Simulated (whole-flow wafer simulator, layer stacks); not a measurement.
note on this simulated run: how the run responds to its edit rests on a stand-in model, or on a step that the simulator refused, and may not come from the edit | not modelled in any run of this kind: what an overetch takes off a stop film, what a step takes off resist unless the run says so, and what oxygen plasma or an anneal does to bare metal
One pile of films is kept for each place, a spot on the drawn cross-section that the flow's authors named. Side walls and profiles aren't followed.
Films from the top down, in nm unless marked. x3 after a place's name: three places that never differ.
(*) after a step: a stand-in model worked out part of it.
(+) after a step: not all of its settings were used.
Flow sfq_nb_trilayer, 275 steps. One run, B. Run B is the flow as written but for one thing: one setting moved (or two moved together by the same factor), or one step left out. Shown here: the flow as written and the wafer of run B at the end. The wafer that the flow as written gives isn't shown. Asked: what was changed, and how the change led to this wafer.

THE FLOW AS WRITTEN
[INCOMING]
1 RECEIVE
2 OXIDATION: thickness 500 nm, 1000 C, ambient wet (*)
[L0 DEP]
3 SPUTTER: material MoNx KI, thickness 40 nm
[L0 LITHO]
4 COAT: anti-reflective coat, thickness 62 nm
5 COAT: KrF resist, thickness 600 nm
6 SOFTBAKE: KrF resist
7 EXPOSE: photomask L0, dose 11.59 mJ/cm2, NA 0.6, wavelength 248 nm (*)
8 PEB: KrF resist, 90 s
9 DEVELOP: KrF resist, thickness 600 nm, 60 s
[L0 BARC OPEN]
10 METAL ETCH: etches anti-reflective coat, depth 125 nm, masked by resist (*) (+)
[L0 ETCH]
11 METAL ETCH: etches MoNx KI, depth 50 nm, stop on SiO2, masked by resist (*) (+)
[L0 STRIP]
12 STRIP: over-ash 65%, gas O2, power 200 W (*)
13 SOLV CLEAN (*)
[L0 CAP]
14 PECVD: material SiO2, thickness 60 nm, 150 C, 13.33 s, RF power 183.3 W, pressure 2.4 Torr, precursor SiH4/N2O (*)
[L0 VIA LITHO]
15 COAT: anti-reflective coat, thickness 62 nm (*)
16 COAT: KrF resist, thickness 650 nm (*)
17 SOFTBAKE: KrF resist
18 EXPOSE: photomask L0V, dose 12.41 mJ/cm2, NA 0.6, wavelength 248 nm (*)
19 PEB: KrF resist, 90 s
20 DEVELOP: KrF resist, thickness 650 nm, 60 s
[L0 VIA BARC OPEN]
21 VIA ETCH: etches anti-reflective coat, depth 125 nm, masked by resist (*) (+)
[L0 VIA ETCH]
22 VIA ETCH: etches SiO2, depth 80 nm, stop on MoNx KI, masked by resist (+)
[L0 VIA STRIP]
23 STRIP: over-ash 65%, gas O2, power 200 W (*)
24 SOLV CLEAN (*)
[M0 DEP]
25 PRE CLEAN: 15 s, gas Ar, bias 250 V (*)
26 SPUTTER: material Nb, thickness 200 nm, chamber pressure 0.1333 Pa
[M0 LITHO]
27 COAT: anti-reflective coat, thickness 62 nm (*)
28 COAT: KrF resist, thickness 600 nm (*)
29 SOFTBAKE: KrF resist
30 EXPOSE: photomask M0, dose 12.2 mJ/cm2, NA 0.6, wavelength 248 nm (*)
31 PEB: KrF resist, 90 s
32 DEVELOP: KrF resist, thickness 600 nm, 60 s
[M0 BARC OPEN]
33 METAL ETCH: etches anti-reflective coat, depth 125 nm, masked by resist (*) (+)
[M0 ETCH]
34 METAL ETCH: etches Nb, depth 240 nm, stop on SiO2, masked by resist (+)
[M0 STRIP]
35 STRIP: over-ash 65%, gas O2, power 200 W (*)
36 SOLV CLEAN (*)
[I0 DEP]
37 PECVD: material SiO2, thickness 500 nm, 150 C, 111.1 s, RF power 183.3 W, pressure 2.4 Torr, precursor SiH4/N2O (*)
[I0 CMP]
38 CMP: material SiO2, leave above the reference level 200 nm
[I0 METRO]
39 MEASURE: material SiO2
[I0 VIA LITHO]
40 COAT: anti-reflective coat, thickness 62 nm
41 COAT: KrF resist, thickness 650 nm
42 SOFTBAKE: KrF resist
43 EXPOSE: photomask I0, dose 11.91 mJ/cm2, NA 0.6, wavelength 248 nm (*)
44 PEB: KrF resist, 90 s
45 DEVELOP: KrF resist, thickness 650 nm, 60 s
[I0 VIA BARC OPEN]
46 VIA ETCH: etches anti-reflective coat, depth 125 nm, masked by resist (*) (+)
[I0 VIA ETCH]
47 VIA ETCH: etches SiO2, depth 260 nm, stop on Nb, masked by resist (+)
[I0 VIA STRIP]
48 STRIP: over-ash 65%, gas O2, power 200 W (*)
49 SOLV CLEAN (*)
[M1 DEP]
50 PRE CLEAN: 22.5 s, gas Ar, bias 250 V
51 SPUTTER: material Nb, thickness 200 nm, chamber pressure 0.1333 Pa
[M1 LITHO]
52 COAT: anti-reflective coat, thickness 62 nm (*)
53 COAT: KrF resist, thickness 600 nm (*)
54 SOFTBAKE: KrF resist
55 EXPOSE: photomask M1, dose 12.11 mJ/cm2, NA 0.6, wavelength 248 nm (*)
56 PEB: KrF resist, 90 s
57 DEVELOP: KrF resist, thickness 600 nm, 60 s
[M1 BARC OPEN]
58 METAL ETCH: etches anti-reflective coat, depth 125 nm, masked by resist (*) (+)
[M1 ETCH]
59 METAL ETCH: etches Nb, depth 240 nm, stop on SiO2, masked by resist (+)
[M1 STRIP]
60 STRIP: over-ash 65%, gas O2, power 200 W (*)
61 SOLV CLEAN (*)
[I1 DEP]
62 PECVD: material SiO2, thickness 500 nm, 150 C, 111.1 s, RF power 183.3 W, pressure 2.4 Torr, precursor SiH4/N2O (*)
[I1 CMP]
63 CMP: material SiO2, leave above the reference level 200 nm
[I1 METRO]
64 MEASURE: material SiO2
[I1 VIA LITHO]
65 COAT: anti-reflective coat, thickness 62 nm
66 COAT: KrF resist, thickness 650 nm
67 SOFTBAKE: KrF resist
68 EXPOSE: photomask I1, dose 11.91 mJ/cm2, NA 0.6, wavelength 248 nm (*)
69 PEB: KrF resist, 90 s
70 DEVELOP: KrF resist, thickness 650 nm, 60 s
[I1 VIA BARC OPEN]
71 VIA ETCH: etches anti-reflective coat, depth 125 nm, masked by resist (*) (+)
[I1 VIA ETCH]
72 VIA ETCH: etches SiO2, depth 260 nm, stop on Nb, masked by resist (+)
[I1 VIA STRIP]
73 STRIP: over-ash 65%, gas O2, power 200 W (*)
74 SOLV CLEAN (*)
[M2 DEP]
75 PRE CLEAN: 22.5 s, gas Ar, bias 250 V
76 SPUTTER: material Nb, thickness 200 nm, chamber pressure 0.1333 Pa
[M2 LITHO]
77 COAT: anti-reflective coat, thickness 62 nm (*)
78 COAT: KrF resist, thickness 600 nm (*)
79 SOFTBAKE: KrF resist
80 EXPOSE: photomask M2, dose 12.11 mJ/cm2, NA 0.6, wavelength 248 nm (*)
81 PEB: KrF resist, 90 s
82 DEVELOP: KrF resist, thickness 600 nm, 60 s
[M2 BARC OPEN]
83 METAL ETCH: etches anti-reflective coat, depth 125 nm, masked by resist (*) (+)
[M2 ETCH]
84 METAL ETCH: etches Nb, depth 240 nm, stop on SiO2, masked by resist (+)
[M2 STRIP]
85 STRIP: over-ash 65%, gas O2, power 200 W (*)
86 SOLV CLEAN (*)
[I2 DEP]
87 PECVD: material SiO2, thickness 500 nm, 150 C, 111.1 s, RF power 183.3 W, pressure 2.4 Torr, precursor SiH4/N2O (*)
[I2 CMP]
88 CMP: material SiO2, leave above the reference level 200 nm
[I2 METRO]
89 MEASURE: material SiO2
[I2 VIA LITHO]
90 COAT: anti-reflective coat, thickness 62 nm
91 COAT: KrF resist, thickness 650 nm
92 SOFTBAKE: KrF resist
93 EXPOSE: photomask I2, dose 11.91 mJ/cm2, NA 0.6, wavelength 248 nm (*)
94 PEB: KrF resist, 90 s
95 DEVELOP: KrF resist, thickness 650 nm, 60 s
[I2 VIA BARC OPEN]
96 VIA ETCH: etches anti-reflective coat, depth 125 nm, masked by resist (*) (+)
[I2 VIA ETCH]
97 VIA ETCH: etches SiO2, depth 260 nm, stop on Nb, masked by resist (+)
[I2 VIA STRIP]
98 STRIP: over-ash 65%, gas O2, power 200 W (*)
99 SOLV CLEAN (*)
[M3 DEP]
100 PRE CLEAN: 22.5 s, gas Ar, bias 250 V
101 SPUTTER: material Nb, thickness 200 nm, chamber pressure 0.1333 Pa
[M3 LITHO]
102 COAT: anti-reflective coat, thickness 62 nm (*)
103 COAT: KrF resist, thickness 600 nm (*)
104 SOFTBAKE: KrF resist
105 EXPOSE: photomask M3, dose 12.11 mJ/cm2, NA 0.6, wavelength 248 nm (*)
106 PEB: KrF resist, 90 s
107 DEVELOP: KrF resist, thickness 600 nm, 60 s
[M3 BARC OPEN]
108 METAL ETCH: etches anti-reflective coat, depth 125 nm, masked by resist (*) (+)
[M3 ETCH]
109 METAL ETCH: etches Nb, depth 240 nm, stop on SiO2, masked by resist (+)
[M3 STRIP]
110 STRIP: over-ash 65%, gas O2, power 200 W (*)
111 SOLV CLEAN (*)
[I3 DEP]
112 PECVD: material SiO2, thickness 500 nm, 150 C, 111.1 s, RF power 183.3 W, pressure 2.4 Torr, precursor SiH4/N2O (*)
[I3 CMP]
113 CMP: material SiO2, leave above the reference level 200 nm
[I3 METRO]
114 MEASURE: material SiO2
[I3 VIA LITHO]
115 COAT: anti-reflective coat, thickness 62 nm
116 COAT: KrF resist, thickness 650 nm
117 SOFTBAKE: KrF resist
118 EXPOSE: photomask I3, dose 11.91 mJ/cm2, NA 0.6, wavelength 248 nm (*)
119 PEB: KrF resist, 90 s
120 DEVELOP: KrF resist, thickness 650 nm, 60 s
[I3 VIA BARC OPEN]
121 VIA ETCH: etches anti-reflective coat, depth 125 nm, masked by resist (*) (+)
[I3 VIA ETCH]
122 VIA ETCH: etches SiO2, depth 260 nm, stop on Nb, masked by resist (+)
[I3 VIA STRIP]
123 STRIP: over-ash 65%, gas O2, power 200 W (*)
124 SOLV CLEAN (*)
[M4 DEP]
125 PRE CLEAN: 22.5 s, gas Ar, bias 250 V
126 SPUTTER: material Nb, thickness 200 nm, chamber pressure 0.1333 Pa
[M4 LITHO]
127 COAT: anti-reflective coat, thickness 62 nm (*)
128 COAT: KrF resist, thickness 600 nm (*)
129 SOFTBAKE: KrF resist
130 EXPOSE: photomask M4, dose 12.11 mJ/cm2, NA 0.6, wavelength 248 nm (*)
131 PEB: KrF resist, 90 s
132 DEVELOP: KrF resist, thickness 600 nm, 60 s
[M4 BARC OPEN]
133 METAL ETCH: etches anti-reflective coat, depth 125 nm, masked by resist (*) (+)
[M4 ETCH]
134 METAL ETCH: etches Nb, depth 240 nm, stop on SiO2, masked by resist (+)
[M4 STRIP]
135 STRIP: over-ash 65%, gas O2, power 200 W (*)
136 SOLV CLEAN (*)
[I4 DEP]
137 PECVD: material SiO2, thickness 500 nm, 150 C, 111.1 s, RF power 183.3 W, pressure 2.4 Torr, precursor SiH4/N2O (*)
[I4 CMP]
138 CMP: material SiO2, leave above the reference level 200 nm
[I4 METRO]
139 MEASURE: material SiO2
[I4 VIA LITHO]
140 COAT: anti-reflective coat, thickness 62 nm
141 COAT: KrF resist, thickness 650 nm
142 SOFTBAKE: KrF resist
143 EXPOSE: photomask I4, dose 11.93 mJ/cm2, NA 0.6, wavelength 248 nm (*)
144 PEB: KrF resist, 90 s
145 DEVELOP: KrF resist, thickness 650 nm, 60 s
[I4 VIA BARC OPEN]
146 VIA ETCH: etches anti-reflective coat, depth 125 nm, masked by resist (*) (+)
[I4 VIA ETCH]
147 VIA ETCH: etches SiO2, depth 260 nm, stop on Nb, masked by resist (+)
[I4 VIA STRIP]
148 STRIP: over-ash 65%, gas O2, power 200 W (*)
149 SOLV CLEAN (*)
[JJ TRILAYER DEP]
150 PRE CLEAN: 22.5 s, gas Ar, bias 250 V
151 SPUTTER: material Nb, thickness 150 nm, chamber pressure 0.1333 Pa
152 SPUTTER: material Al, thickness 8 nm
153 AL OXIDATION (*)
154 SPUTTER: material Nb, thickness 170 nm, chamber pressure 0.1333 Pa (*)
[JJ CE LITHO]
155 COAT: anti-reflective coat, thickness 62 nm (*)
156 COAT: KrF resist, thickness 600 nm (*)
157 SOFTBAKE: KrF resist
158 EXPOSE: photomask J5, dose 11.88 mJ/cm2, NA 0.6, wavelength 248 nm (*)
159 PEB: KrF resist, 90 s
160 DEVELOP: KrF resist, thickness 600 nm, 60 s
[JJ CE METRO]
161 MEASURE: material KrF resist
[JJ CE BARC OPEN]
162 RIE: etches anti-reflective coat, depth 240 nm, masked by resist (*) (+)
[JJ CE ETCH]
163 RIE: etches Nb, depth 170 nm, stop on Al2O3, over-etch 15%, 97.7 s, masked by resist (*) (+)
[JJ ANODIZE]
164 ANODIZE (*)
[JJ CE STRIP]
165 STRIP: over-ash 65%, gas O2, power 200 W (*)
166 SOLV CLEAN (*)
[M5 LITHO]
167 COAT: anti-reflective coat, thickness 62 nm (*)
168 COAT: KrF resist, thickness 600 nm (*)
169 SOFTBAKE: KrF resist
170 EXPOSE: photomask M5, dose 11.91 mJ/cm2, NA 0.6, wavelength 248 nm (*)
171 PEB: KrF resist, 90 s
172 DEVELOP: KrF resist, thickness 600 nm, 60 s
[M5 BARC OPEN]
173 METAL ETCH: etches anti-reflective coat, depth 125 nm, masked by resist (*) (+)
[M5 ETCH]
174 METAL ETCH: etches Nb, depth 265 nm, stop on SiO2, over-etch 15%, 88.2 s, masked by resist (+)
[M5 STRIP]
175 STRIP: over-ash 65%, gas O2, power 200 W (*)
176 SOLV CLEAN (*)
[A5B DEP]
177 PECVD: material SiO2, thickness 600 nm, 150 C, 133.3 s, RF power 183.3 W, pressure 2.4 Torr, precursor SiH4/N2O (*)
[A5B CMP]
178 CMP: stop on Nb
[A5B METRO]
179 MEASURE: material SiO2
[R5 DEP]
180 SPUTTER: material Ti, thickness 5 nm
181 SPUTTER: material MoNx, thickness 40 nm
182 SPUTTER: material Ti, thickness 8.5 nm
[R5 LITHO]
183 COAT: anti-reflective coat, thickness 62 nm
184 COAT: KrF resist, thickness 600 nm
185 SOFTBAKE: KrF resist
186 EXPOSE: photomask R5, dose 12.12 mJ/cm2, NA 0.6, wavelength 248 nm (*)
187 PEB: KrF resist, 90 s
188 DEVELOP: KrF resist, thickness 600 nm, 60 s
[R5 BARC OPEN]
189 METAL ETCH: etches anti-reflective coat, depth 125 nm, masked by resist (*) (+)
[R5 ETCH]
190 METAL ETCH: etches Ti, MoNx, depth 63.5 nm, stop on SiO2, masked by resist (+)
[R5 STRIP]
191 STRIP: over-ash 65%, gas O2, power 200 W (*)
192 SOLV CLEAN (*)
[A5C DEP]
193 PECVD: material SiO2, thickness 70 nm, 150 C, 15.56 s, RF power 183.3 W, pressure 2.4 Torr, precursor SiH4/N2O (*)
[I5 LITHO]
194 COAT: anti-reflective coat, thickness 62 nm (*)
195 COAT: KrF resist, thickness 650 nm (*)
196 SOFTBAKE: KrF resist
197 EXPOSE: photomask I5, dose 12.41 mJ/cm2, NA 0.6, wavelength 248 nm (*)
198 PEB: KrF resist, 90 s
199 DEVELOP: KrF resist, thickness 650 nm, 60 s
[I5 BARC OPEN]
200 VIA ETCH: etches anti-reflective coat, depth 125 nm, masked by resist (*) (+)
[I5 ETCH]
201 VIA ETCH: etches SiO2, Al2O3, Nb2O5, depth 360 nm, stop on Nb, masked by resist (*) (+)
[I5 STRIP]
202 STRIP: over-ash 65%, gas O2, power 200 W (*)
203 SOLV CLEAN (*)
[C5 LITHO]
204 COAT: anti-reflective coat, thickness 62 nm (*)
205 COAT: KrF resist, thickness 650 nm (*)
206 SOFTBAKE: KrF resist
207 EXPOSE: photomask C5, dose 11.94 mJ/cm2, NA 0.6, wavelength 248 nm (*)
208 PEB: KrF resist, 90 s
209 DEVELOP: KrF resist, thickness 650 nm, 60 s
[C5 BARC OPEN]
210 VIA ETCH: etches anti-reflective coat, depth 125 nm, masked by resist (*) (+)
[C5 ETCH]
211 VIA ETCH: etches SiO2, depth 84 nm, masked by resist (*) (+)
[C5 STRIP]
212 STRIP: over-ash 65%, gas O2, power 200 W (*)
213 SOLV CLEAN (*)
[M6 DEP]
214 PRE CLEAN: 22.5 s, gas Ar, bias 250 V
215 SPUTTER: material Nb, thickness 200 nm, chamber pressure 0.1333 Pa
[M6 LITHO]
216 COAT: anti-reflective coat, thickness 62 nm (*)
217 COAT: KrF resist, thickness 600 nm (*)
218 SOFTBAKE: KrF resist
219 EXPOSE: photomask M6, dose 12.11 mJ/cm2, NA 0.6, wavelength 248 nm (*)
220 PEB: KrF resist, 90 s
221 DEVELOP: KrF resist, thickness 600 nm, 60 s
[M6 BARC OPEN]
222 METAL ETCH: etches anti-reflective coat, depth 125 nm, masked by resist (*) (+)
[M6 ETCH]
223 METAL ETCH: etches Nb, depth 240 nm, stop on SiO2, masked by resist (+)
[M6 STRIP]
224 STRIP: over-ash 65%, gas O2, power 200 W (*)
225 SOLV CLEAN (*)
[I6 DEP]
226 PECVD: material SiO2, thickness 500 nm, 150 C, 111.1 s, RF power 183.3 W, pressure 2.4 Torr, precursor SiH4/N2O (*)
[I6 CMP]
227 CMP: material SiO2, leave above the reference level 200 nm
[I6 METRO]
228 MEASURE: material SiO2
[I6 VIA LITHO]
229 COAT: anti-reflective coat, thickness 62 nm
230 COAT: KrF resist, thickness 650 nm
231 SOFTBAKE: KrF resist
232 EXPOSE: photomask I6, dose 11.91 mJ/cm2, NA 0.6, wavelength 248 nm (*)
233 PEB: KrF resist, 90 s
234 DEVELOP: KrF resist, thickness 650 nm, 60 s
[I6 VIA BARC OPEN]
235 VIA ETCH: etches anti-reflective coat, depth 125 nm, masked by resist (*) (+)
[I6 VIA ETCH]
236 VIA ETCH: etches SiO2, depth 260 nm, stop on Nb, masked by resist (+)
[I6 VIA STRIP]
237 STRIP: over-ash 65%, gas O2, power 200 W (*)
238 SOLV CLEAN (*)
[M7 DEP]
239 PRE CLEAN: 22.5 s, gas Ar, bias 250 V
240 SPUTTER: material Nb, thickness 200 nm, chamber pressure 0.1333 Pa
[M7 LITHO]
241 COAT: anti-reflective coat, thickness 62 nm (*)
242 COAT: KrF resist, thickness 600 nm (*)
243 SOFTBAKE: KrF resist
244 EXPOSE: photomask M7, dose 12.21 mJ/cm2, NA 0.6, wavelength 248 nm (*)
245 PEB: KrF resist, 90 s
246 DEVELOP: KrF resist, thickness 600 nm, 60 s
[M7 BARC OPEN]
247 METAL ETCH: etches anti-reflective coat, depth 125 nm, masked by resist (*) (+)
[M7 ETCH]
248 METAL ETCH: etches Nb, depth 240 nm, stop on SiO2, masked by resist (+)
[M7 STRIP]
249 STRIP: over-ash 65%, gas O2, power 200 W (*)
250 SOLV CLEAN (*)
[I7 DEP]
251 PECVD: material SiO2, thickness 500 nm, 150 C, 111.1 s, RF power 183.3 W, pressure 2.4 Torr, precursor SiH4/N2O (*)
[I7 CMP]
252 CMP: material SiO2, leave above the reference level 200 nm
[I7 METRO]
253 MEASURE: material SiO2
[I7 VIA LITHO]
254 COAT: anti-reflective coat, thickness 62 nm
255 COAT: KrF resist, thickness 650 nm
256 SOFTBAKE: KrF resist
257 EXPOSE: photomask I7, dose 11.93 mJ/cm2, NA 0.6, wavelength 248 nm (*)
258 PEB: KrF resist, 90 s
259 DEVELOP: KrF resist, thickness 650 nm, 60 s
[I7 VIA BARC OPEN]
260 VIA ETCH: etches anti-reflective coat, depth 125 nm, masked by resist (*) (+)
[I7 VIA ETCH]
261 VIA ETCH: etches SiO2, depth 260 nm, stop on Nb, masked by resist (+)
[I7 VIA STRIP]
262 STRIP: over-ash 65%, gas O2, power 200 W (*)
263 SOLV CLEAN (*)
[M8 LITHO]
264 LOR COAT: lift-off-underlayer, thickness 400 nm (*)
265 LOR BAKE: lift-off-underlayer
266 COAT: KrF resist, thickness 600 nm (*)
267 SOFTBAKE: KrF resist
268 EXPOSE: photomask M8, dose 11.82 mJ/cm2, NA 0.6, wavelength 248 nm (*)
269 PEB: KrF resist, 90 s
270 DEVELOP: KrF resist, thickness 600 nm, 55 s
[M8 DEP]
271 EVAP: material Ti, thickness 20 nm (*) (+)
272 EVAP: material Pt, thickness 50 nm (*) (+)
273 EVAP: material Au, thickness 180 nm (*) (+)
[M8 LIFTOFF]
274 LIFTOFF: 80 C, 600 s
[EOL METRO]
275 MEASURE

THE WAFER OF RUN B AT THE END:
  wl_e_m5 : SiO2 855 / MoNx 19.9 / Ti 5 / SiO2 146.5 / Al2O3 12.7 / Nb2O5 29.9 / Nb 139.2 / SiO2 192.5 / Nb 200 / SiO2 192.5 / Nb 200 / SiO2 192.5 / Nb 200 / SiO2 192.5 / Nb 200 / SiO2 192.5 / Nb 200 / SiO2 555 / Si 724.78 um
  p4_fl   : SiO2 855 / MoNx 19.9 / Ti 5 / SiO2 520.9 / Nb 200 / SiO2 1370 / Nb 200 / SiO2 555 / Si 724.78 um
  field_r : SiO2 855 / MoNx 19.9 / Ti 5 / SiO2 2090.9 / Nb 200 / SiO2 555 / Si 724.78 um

The cause: step 190, METAL ETCH: depth 28.6 nm was run, where the flow has depth 63.5 nm.

How the change led to this, step by step:
  190 METAL ETCH: etches Ti, MoNx, depth 63.5 nm, stop on SiO2, masked by resist (+)
      field_l, v_sur, via_wl and 92 more: Ti -8.5 (all of it), MoNx -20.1 (as written it would be: Ti -8.5 (all of it), MoNx -40 (all of it), Ti -5 (all of it))
      ce_l, c5j, ce_r, wl_jj: Ti -8.5 (all of it), MoNx -20.1 (as written it would be: Ti -8.5 (all of it), MoNx -40 (all of it), Ti -5 (all of it), Nb -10)
      (and at 7 more places)
  191 STRIP: over-ash 65%, gas O2, power 200 W (*)
      be_r, r_sur, res, r_end, r5r_line_l, r5r_line_c, r5r_line_r: KrF resist -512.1 (all of it), anti-reflective coat -62 (all of it) (as written it would be: KrF resist -498.2 (all of it), anti-reflective coat -62 (all of it))
  193 PECVD: material SiO2, thickness 70 nm, 150 C, 15.56 s, RF power 183.3 W, pressure 2.4 Torr, precursor SiH4/N2O (*)
      field_l, v_sur, via_wl and 92 more: SiO2 +70 (new film) (as written it would be: SiO2 +70)
  194 COAT: anti-reflective coat, thickness 62 nm (*)
      wl_j_sl, wl_j_sr: anti-reflective coat +62 (new film) (as written it would be: anti-reflective coat +60.2 (new film))
      r5r_spacepad_l, r5r_spacepad_r: anti-reflective coat +73.7 (new film) (as written it would be: anti-reflective coat +84.4 (new film))
      (and at 15 more places)
  201 VIA ETCH: etches SiO2, Al2O3, Nb2O5, depth 360 nm, stop on Nb, masked by resist (*) (+)
      be: SiO2 -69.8 (all of it), MoNx -19.9 (all of it), Ti -5 (all of it), SiO2 -146.5 (all of it), Al2O3 -12.7 (all of it), Nb2O5 -29.9 (all of it) (as written it would be: SiO2 -216.4 (all of it), Al2O3 -12.7 (all of it), Nb2O5 -29.9 (all of it))
  202 STRIP: over-ash 65%, gas O2, power 200 W (*)
      wl_j_sl, wl_j_sr: KrF resist -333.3 (all of it), anti-reflective coat -62 (all of it) (as written it would be: KrF resist -333.3 (all of it), anti-reflective coat -60.2 (all of it))
      r5r_spacepad_l, r5r_spacepad_r: KrF resist -334.6 (all of it), anti-reflective coat -73.7 (all of it) (as written it would be: KrF resist -335.6 (all of it), anti-reflective coat -84.4 (all of it))
      (and at 15 more places)
  204 COAT: anti-reflective coat, thickness 62 nm (*)
      wl_j_sl, wl_j_sr: anti-reflective coat +62 (new film) (as written it would be: anti-reflective coat +60.2 (new film))
      r5r_spacepad_l, r5r_spacepad_r: anti-reflective coat +73.7 (new film) (as written it would be: anti-reflective coat +84.4 (new film))
      (and at 17 more places)
  205 COAT: KrF resist, thickness 650 nm (*)
      be: KrF resist +832.9 (new film) (as written it would be: KrF resist +815.3 (new film))
  210 VIA ETCH: etches anti-reflective coat, depth 125 nm, masked by resist (*) (+)
      field_l, v_sur, via_wl and 101 more: KrF resist -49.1 (as written it would be: KrF resist -47.4)
      c5j: anti-reflective coat -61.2 (all of it), SiO2 -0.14 (as written it would be: anti-reflective coat -63.9 (all of it), SiO2 -0.11)
      (and at 1 more place)
  211 VIA ETCH: etches SiO2, depth 84 nm, masked by resist (*) (+)
      c5j: SiO2 -69.9 (all of it) (as written it would be: SiO2 -69.9 (all of it), Nb -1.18)
  212 STRIP: over-ash 65%, gas O2, power 200 W (*)
      wl_j_sl, wl_j_sr: KrF resist -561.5 (all of it), anti-reflective coat -62 (all of it) (as written it would be: KrF resist -563.4 (all of it), anti-reflective coat -60.2 (all of it))
      r5r_spacepad_l, r5r_spacepad_r: KrF resist -562.8 (all of it), anti-reflective coat -73.7 (all of it) (as written it would be: KrF resist -565.8 (all of it), anti-reflective coat -84.4 (all of it))
      (and at 15 more places)
  214 PRE CLEAN: 22.5 s, gas Ar, bias 250 V
      c5j: MoNx -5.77 (as written it would be: Nb -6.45)
  215 SPUTTER: material Nb, thickness 200 nm, chamber pressure 0.1333 Pa
      c5j: Nb +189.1 (new film) (as written it would be: Nb +188.4)
      be: Nb +141.8 (as written it would be: Nb +147.3)
  216 COAT: anti-reflective coat, thickness 62 nm (*)
      r5r_line_l, r5r_line_c, r5r_line_r: anti-reflective coat +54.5 (new film) (as written it would be: anti-reflective coat +50 (new film))
      wl_j_sl, wl_j_sr: anti-reflective coat +62 (new film) (as written it would be: anti-reflective coat +60.2 (new film))
      (and at 17 more places)
  217 COAT: KrF resist, thickness 600 nm (*)
      be: KrF resist +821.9 (new film) (as written it would be: KrF resist +793.9 (new film))
      be_r: KrF resist +582 (new film) (as written it would be: KrF resist +570.3 (new film))
      (and at 1 more place)
  222 METAL ETCH: etches anti-reflective coat, depth 125 nm, masked by resist (*) (+)
      r5r_line_l, r5r_line_c, r5r_line_r: anti-reflective coat -54.5 (all of it) (as written it would be: anti-reflective coat -50 (all of it))
      r5r_spacepad_l, r5r_spacepad_r: anti-reflective coat -74 (all of it) (as written it would be: anti-reflective coat -85.7 (all of it))
      (and at 2 more places)
  ... 2 more steps ...
  227 CMP: material SiO2, leave above the reference level 200 nm
      ce_l, ce_r, wl_jj: SiO2 -300 (as written it would be: SiO2 -290)
      be_r, r_sur, r_end: SiO2 -328.6 (as written it would be: SiO2 -353.5)
      (and at 7 more places)
Counting metal films that touch as one body, wl_e_m5 has 7 bodies (between them, from the top down: SiO2 146.5 / Al2O3 12.7 / Nb2O5 29.9; SiO2 192.5; SiO2 192.5; SiO2 192.5; SiO2 192.5; SiO2 192.5); the flow as written gives 6 bodies (between them, from the top down: SiO2 192.5; SiO2 192.5; SiO2 192.5; SiO2 192.5; SiO2 192.5).
Counting metal films that touch as one body, p4_fl has 3 bodies (between them, from the top down: SiO2 520.9; SiO2 1370); the flow as written gives 2 bodies (between them, from the top down: SiO2 1370).
Counting metal films that touch as one body, field_r has 2 bodies (between them, from the top down: SiO2 2090.9); the flow as written gives 1 body.
